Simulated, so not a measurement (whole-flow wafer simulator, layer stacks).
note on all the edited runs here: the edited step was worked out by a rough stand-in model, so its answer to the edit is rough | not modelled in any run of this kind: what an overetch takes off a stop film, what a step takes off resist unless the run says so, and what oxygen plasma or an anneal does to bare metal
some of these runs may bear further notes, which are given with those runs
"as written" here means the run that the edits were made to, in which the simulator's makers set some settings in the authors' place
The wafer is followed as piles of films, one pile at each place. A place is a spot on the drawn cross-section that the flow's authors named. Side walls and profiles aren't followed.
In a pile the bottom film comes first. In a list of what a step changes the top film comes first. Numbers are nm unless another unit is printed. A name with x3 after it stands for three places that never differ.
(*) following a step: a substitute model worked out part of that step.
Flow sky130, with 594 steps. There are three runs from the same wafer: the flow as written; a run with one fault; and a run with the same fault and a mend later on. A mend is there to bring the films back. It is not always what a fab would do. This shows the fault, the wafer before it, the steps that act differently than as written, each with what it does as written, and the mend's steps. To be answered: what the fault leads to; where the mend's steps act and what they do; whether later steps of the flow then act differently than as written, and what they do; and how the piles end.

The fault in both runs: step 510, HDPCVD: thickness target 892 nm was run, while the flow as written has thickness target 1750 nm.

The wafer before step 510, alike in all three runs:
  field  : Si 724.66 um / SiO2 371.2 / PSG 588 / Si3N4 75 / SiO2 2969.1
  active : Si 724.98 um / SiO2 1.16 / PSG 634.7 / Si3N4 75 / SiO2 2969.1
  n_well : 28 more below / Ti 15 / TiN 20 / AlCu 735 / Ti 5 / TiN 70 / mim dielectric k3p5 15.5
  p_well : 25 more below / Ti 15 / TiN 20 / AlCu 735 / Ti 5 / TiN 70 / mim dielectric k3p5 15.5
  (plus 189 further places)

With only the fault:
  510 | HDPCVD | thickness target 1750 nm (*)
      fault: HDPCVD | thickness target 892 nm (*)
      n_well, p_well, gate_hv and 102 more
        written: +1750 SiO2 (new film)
        fault: +892 SiO2 (new film)
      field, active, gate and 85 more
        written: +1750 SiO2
        fault: +892 SiO2
  Later steps of the flow acting differently than as written (22 other steps are not shown; they differ only slightly, by no more than 2% or 0.5 nm, whichever is larger):
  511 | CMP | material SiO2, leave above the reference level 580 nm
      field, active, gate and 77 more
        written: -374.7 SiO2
        fault: nothing
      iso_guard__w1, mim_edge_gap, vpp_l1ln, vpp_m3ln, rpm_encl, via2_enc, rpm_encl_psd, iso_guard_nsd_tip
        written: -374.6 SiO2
        fault: nothing
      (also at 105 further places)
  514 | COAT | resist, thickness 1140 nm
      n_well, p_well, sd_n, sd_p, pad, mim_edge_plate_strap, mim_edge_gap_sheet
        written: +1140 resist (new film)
        fault: +659.6 resist (new film)
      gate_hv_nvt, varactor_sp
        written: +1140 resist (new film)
        fault: +900.2 resist (new film)
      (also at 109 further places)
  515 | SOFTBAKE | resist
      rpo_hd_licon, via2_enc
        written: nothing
        fault: +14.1 resist
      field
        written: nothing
        fault: -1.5 resist
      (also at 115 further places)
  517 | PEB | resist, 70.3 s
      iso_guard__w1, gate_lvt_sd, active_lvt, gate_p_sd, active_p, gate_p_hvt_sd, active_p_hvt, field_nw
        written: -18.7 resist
        fault: -20.2 resist
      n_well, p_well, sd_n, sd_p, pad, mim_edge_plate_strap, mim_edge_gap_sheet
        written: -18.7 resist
        fault: -9.46 resist
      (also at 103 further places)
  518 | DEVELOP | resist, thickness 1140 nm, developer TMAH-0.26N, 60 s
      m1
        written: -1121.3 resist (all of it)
        fault: -806.5 resist (all of it)
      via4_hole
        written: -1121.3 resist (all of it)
        fault: -768.9 resist (all of it)
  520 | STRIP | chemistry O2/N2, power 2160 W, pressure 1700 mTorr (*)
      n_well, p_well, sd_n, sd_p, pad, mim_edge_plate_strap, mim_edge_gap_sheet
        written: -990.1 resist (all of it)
        fault: -518.9 resist (all of it)
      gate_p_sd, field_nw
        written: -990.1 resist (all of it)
        fault: -1058 resist (all of it)
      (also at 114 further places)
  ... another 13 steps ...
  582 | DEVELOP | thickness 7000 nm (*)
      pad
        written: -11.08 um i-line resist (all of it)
        fault: -11.1 um i-line resist (all of it)
  At field, active, gate and 87 more, the piles at the end differ from the flow's by more than 2% or 0.5 nm, whichever is larger.
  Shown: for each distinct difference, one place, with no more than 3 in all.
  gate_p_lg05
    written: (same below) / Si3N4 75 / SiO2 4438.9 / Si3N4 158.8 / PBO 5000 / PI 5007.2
    fault: (same below) / Si3N4 75 / SiO2 3861.1 / TiN 20 / W 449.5 / SiO2 125.2 / Si3N4 158.8 / PBO 5000 / PI 5005.1
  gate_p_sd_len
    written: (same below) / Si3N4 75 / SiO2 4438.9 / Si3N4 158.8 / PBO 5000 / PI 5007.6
    fault: (same below) / Si3N4 75 / SiO2 3861.1 / TiN 20 / W 449.5 / SiO2 125.2 / Si3N4 158.8 / PBO 5000 / PI 5005.1
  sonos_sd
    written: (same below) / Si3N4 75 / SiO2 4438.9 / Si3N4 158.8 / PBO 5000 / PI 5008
    fault: (same below) / Si3N4 75 / SiO2 3861.1 / TiN 20 / W 449.5 / SiO2 125.2 / Si3N4 158.8 / PBO 5000 / PI 5001.8

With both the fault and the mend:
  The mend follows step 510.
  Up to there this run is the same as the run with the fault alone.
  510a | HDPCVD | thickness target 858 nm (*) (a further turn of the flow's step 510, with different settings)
      field, active, n_well and 190 more
        +858 SiO2
  None of the later steps of the flow acts differently than as written at any place that is followed.
  By the end, the piles equal the flow's at every place that both follow.
